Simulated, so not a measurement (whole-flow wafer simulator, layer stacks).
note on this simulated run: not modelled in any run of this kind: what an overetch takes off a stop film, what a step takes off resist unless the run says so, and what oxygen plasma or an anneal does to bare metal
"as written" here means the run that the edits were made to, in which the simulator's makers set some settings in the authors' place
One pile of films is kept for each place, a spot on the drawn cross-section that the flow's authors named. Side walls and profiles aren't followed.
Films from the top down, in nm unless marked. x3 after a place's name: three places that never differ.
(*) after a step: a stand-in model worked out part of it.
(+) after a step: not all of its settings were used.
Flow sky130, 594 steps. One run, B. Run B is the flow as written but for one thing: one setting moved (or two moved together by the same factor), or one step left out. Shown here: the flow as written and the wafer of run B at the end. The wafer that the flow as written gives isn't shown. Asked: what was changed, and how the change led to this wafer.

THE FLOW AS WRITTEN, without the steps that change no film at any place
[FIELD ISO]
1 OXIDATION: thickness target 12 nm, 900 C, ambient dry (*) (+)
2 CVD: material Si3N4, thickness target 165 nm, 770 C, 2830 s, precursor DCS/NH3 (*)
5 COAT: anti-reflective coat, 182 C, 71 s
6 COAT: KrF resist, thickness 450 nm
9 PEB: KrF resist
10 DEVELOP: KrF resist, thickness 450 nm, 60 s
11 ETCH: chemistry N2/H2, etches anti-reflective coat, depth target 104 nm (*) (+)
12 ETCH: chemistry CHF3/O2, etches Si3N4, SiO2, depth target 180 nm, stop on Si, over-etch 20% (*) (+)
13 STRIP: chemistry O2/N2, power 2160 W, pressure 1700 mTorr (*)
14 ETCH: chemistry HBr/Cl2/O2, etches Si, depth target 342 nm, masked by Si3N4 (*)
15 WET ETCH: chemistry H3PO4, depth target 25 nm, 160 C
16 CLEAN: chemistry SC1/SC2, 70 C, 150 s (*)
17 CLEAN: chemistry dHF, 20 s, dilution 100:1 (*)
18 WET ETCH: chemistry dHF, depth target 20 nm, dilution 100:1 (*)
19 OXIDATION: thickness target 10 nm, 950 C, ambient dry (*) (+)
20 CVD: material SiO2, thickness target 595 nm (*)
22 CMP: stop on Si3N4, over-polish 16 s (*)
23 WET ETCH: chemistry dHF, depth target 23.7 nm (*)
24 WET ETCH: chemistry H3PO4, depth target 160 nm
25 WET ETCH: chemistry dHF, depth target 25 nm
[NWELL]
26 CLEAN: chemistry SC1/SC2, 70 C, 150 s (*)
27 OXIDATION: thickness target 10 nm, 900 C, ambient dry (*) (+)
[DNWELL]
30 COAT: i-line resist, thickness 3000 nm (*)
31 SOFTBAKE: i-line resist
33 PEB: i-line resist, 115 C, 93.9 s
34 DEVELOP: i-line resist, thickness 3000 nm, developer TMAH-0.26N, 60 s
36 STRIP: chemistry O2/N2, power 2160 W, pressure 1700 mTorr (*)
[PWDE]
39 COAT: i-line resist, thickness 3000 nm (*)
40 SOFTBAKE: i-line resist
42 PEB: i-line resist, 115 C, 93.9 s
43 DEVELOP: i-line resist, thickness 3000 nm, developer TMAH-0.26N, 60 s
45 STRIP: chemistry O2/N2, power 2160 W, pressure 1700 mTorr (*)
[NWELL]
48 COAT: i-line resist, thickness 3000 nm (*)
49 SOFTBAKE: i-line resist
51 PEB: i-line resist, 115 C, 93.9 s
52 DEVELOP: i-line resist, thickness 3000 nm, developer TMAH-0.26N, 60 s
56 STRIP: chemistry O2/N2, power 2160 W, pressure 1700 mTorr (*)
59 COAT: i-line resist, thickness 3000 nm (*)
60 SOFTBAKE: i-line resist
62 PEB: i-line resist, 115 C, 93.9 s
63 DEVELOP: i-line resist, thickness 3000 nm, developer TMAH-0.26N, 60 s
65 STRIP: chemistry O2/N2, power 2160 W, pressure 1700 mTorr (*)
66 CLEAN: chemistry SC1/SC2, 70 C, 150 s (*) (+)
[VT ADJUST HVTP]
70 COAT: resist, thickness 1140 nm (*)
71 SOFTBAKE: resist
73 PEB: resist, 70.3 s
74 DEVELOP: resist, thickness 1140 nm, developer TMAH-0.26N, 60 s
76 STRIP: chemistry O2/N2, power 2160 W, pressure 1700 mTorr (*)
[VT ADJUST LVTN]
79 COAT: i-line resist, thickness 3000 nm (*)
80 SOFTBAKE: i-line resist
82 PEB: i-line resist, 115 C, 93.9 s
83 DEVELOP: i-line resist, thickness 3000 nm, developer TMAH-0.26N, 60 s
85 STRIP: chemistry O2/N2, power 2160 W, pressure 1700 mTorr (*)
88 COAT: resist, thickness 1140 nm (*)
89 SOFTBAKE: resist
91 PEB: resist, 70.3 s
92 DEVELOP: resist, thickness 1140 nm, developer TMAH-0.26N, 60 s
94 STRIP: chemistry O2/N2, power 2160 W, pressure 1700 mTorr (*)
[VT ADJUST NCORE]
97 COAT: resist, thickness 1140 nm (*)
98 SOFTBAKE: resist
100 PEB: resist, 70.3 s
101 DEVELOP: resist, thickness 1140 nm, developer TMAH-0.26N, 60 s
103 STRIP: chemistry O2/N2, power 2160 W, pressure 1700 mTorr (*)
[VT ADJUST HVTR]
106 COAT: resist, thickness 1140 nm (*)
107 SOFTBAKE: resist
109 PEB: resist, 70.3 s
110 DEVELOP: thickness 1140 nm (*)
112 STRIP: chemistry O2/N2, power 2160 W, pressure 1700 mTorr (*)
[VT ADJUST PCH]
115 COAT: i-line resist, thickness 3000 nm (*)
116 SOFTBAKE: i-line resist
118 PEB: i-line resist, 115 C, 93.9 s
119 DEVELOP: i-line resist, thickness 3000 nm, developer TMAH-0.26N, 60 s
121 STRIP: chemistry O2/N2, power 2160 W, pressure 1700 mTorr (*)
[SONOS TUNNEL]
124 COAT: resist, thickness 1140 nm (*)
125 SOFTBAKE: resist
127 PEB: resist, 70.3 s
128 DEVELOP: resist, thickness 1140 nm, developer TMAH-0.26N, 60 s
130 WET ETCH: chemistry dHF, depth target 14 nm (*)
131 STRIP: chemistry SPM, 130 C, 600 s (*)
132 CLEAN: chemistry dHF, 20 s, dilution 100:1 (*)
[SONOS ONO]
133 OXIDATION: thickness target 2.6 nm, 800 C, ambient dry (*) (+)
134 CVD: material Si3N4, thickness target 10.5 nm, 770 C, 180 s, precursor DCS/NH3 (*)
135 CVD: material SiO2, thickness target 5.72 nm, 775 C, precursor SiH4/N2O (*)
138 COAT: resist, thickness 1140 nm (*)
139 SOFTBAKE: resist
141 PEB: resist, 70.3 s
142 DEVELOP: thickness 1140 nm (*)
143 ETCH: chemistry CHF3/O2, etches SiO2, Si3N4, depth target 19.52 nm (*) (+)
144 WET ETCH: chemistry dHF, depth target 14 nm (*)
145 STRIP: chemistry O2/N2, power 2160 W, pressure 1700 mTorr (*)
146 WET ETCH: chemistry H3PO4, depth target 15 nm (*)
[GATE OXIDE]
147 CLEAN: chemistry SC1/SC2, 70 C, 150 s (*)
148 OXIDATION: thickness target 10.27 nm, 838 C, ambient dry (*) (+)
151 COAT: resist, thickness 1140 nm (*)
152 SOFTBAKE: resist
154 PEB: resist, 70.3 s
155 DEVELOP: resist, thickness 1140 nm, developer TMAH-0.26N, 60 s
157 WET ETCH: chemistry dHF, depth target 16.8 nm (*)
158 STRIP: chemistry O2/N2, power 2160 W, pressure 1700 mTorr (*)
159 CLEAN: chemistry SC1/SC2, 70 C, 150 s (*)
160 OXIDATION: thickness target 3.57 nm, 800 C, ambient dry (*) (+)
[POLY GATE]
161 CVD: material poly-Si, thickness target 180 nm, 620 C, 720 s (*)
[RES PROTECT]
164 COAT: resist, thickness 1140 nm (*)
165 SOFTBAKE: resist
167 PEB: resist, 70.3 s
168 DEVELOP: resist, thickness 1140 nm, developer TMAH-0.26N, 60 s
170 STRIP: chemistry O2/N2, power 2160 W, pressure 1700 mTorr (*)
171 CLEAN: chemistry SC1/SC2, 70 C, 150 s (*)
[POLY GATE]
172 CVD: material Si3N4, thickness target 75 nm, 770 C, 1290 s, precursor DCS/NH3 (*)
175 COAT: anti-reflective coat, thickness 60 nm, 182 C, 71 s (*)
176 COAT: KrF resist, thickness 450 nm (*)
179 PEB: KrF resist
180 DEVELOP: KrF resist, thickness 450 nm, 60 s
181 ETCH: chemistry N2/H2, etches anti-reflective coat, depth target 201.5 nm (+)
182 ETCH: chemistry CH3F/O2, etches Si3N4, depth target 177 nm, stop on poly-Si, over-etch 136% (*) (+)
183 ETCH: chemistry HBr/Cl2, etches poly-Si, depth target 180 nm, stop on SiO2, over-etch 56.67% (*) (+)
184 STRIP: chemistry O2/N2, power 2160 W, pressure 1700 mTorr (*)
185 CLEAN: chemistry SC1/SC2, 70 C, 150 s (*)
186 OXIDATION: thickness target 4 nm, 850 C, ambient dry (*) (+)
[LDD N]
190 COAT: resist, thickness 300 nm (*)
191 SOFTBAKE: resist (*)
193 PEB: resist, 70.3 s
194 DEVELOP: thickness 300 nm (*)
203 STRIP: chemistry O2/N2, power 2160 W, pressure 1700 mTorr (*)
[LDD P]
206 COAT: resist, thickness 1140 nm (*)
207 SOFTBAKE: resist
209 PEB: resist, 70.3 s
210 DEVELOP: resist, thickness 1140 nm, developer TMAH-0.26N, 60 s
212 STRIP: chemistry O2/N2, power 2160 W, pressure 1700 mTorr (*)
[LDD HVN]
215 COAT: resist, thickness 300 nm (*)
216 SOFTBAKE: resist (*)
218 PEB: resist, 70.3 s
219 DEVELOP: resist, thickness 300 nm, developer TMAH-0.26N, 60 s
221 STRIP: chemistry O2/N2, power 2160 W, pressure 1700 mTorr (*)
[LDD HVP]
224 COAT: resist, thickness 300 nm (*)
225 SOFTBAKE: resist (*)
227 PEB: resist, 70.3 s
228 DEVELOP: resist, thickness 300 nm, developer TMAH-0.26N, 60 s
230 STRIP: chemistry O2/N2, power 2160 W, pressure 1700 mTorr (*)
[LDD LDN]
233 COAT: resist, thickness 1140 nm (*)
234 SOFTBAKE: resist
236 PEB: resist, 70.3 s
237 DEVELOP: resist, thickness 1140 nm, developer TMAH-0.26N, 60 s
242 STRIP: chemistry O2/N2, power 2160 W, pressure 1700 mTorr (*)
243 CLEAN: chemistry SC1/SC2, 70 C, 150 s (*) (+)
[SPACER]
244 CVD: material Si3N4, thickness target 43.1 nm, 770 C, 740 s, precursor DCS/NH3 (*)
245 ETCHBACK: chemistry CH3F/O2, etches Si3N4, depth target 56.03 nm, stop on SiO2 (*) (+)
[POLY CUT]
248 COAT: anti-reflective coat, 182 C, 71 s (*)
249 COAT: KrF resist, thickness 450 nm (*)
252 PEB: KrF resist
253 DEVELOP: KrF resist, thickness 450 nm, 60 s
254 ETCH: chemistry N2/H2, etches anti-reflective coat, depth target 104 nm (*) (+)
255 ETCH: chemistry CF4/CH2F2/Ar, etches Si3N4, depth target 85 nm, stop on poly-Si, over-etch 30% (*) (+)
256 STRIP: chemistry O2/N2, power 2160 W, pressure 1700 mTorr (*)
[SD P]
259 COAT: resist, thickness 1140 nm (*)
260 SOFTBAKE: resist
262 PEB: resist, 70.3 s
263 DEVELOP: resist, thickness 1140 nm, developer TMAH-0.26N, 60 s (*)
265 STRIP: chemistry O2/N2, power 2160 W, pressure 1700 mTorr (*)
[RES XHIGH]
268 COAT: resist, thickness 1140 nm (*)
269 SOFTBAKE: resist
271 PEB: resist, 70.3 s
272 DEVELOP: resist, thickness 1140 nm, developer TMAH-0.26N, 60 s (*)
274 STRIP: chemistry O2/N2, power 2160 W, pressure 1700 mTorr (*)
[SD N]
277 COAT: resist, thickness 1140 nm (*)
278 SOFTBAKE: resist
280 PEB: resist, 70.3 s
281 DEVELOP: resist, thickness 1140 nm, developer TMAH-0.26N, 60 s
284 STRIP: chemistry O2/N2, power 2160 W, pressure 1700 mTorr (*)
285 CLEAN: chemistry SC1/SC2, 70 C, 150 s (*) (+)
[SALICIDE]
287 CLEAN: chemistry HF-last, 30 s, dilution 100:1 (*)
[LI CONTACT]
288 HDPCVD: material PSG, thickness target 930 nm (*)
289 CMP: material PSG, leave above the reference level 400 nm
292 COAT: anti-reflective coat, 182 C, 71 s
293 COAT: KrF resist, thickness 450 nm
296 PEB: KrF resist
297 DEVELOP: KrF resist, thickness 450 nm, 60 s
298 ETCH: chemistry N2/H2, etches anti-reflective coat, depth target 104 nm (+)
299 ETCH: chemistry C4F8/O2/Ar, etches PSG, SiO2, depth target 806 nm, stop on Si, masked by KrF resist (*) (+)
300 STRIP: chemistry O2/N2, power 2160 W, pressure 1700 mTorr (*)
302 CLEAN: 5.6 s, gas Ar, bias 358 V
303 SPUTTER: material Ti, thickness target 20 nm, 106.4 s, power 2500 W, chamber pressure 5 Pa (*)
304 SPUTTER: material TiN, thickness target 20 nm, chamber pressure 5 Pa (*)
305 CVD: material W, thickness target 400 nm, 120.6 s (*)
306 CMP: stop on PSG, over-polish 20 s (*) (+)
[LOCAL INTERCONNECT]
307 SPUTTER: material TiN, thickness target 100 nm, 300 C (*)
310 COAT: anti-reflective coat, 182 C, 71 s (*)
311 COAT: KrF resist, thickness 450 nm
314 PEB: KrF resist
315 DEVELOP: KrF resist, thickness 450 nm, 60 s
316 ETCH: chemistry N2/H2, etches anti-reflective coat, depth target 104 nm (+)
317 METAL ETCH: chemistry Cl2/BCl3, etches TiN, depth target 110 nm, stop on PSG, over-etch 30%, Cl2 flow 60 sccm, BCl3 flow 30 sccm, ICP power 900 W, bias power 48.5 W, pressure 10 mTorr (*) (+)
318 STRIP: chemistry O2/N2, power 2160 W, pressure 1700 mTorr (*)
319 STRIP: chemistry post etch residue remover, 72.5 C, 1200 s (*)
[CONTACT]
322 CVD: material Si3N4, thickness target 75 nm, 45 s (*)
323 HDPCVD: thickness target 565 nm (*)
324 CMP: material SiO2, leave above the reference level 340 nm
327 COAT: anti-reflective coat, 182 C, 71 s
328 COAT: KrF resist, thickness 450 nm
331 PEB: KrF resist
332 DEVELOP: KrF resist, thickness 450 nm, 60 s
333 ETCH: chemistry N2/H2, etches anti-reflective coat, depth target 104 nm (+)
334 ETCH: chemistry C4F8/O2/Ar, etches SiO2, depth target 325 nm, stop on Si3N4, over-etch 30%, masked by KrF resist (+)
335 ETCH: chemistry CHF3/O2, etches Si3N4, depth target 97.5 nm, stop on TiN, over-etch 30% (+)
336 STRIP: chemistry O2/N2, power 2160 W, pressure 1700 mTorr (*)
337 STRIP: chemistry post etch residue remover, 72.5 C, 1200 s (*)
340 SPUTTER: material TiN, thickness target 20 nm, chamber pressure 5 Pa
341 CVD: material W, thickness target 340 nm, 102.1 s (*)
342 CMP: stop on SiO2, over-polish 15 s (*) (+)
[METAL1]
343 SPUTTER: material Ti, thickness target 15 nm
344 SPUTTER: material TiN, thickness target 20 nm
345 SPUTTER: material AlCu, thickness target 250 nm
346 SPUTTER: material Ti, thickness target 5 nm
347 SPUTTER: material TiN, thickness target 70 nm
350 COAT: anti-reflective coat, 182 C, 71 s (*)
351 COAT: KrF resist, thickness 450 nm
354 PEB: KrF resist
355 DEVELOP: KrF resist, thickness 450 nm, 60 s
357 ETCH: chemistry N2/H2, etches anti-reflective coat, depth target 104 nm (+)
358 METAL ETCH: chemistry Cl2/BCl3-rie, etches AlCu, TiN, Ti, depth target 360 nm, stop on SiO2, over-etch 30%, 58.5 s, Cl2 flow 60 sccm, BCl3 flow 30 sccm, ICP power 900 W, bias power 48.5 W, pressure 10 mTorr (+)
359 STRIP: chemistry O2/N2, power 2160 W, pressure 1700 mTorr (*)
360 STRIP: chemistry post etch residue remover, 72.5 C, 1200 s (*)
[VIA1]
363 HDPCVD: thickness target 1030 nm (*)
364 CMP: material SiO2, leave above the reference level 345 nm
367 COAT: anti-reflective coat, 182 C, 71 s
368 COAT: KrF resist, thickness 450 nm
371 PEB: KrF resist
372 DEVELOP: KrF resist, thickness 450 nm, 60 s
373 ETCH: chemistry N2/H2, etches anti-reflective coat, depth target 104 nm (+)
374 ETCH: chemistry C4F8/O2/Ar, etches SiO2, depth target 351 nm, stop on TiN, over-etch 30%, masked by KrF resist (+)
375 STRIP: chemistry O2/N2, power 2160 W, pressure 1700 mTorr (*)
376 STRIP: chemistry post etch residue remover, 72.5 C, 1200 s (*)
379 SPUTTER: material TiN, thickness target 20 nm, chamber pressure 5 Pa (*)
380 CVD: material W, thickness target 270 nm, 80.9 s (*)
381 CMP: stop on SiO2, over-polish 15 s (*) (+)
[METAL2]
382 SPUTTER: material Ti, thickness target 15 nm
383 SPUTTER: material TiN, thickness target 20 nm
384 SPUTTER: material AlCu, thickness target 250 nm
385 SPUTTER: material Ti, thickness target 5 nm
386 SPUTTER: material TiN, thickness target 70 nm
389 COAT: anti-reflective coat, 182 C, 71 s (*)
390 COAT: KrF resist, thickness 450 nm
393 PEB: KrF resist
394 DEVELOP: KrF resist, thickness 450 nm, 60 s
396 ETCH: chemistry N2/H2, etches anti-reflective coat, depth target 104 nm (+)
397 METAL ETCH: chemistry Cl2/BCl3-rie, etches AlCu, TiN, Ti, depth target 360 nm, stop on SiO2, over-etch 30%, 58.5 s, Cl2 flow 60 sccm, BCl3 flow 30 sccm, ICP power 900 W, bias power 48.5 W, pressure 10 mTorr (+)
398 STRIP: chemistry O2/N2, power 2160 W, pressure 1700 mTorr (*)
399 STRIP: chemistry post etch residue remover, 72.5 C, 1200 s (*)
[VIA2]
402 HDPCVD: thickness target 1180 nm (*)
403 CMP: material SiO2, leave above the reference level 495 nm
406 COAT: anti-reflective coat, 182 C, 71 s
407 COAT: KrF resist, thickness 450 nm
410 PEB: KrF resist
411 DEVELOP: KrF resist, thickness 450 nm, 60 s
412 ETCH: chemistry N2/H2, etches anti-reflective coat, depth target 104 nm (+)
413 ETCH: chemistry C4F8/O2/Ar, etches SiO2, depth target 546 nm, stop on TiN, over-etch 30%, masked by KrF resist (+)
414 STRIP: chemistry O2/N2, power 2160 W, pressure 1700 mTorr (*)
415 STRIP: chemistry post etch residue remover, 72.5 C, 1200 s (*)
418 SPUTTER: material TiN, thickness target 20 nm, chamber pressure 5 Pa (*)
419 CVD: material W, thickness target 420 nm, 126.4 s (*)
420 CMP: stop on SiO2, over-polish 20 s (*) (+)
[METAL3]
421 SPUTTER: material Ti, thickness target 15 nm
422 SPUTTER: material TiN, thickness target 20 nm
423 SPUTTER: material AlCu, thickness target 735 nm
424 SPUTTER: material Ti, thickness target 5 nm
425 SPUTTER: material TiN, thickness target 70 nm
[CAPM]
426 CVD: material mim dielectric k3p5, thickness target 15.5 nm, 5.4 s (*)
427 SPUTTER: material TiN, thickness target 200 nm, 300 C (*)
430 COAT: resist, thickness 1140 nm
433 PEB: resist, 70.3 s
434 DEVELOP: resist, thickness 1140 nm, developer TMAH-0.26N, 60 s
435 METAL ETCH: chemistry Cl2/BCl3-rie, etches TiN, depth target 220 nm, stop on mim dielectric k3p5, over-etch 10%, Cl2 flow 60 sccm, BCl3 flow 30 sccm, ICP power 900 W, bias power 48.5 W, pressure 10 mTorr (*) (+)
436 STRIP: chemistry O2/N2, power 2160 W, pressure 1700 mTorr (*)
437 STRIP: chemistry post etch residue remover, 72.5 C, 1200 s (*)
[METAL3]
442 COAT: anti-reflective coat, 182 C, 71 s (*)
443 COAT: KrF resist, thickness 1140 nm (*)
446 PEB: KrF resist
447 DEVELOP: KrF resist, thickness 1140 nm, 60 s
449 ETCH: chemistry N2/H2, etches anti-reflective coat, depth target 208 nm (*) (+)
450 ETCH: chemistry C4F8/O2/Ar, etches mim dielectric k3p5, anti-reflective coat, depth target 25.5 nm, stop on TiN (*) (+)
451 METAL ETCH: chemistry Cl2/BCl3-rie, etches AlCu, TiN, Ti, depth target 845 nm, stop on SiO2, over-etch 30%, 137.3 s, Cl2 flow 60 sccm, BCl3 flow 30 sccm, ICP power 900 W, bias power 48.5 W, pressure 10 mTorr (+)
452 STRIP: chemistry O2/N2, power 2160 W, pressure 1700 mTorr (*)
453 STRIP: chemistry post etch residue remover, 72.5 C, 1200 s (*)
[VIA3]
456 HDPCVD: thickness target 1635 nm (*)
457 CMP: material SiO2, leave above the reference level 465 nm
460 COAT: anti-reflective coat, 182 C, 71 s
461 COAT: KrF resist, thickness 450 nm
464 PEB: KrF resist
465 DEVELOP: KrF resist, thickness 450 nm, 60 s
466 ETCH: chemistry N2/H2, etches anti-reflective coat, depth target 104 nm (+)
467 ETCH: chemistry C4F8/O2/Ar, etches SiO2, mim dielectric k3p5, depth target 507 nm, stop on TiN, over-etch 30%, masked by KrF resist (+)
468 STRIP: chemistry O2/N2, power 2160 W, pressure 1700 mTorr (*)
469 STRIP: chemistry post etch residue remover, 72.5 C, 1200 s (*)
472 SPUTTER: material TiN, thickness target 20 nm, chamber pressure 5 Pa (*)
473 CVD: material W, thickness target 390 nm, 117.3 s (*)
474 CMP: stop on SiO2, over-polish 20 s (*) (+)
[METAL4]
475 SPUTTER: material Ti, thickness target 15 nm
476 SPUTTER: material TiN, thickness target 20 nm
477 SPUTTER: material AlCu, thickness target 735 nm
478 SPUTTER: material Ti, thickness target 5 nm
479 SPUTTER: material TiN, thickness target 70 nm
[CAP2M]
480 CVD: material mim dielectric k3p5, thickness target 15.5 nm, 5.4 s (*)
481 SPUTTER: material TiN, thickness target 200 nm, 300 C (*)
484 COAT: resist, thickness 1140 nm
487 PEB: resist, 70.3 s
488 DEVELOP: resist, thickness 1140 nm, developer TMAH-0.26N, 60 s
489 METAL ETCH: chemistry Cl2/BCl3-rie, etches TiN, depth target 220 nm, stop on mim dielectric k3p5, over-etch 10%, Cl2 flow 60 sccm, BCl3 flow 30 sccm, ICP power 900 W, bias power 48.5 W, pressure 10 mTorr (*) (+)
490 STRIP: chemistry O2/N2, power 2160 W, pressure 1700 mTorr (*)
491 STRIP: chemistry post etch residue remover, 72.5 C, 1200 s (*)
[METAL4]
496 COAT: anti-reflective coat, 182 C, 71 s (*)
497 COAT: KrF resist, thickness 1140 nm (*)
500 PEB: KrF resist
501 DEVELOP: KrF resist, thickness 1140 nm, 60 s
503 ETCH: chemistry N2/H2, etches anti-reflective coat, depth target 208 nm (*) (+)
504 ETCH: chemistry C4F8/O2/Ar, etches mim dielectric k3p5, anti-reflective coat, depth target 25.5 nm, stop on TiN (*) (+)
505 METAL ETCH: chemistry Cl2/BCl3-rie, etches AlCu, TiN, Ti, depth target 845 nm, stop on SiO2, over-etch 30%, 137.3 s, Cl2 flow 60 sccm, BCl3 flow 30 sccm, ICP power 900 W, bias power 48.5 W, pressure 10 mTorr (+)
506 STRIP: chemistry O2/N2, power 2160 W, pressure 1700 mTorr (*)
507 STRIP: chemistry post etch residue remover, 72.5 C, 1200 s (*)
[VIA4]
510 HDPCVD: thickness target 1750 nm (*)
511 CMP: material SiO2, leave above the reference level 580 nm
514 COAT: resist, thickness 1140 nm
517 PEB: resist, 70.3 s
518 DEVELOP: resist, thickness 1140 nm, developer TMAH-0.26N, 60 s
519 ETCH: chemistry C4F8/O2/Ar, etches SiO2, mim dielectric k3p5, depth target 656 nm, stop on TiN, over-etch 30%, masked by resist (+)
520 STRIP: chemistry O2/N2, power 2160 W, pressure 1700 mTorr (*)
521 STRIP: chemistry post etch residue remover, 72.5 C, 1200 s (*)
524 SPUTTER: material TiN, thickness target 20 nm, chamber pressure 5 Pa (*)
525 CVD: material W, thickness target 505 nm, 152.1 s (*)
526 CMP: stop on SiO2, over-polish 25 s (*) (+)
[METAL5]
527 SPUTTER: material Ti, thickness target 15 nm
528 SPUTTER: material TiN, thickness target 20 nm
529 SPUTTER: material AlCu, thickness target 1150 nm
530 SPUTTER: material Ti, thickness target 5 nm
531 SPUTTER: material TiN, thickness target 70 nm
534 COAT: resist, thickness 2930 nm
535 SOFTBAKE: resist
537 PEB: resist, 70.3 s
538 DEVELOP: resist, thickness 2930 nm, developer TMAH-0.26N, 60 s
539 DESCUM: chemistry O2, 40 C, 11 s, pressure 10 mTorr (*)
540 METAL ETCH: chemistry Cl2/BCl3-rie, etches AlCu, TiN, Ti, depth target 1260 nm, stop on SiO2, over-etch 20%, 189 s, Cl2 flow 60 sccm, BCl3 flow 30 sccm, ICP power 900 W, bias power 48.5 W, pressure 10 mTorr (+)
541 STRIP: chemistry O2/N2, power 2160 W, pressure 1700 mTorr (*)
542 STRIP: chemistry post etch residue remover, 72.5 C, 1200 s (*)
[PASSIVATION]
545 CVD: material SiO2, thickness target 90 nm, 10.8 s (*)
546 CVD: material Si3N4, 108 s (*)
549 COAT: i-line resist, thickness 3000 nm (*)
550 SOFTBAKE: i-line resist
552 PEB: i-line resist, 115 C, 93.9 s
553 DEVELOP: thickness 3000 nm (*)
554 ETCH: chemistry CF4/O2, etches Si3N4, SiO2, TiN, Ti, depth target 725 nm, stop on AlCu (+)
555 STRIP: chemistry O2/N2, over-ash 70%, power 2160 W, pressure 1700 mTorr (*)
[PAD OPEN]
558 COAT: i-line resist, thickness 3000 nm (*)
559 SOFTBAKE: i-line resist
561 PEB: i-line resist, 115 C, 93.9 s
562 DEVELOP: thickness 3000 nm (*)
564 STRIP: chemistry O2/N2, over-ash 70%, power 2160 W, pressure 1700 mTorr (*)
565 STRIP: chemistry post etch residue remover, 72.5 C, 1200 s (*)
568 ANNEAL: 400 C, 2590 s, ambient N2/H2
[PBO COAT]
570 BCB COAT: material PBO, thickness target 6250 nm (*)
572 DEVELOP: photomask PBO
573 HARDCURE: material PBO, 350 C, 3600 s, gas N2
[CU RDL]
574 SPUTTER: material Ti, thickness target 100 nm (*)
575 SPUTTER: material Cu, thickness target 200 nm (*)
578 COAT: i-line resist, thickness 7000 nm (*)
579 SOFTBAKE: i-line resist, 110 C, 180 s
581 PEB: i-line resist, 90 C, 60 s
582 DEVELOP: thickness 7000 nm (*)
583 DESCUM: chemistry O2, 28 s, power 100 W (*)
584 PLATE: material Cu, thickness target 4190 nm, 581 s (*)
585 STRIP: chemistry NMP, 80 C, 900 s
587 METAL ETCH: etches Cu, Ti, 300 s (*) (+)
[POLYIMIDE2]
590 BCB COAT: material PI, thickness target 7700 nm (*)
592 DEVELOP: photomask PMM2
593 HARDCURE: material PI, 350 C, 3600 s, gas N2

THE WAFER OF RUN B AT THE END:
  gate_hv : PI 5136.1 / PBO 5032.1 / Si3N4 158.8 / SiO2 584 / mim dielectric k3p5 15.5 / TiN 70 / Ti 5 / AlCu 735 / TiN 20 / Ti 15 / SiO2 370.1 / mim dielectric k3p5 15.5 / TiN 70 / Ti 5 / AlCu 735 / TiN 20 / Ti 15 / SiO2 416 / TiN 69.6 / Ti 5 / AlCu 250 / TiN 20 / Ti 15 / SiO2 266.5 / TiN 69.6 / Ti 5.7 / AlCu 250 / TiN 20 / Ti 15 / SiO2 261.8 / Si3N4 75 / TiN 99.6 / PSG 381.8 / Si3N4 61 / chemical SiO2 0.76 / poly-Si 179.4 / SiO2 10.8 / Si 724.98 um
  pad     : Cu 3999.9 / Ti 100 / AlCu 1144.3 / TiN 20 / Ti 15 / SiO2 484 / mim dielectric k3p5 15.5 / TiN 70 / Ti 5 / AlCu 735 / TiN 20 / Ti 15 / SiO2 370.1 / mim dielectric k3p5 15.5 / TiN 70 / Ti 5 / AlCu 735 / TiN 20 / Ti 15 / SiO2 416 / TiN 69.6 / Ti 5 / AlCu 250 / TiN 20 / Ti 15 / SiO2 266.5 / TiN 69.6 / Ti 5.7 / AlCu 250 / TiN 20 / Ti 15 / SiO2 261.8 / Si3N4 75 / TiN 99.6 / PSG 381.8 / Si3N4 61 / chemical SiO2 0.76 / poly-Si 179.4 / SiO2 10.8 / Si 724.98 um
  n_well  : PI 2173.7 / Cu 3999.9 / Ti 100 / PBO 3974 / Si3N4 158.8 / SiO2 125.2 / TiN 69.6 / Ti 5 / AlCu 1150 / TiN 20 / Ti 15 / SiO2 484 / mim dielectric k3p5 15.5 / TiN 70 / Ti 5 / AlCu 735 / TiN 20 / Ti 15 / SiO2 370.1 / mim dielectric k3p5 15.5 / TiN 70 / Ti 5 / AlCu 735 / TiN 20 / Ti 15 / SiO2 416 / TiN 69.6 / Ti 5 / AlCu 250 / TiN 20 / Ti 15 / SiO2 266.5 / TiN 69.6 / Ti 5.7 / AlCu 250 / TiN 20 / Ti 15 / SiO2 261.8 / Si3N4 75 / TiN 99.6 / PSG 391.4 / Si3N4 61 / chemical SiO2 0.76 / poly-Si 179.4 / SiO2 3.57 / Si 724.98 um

The cause: step 346, SPUTTER: thickness target 5.7 nm was run, where the flow has thickness target 5 nm.
It can be read off the wafer: gate_hv has Ti 5.7, and step 346 as written asks for 5 nm.

How the change led to this, step by step:
  346 SPUTTER: material Ti, thickness target 5 nm
      field, active, n_well and 188 more: Ti +5.7 (new film) (as written it would be: Ti +5 (new film))
  358 METAL ETCH: chemistry Cl2/BCl3-rie, etches AlCu, TiN, Ti, depth target 360 nm, stop on SiO2, over-etch 30%, 58.5 s, Cl2 flow 60 sccm, BCl3 flow 30 sccm, ICP power 900 W, bias power 48.5 W, pressure 10 mTorr (+)
      field, active, gate and 81 more: TiN -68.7 (all of it), Ti -5.7 (all of it), AlCu -250 (all of it), TiN -20 (all of it), Ti -15 (all of it), SiO2 -10.9 (as written it would be: TiN -68.7 (all of it), Ti -5 (all of it), AlCu -250 (all of it), TiN -20 (all of it), Ti -15 (all of it), SiO2 -10.9)
